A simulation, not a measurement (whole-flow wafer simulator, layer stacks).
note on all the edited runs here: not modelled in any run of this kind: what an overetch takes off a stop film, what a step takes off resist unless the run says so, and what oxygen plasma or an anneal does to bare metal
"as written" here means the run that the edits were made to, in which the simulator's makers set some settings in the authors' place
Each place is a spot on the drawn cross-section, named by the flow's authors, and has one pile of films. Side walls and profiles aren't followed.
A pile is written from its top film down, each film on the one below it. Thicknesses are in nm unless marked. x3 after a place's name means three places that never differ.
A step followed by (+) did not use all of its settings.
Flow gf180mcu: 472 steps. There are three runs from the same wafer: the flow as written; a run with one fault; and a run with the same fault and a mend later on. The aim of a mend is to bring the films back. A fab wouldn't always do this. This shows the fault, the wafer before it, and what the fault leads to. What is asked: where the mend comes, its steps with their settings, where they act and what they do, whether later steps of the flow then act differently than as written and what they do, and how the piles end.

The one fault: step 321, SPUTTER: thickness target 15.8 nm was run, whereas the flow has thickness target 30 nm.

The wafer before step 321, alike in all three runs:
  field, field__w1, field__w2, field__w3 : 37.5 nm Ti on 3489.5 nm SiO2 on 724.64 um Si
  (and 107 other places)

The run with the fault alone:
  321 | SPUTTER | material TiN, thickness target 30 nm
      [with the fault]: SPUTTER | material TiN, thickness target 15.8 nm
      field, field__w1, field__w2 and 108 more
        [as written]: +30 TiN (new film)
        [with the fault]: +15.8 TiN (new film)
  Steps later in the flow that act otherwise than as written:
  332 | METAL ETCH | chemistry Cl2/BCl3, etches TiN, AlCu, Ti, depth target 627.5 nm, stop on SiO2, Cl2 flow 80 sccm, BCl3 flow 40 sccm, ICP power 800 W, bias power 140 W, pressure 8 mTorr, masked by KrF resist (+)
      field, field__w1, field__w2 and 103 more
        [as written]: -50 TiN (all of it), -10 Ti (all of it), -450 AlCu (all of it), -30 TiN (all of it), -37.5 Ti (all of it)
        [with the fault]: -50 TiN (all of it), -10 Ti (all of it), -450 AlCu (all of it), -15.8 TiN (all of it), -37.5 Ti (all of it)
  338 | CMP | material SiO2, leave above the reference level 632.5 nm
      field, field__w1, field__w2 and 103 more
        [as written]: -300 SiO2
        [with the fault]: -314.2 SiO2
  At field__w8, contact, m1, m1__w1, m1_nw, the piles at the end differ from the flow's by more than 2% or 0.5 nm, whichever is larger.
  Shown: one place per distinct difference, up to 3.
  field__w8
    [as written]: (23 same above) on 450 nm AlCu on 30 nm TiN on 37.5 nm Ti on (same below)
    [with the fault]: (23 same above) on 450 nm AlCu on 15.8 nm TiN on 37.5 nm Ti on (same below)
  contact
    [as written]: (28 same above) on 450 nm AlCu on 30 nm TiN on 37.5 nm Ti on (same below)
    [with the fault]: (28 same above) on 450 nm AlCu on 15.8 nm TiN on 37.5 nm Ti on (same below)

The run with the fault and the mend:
  After step 321 comes the mend.
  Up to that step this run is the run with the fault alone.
  321a | SPUTTER | material TiN, thickness target 14.2 nm (a further turn of the flow's step 321, with different settings)
      field, field__w1, field__w2 and 108 more
        +14.2 TiN
  Later steps of the flow that are run all act as written at every place that is followed.
  The piles end the same as the flow's at every place that both follow.
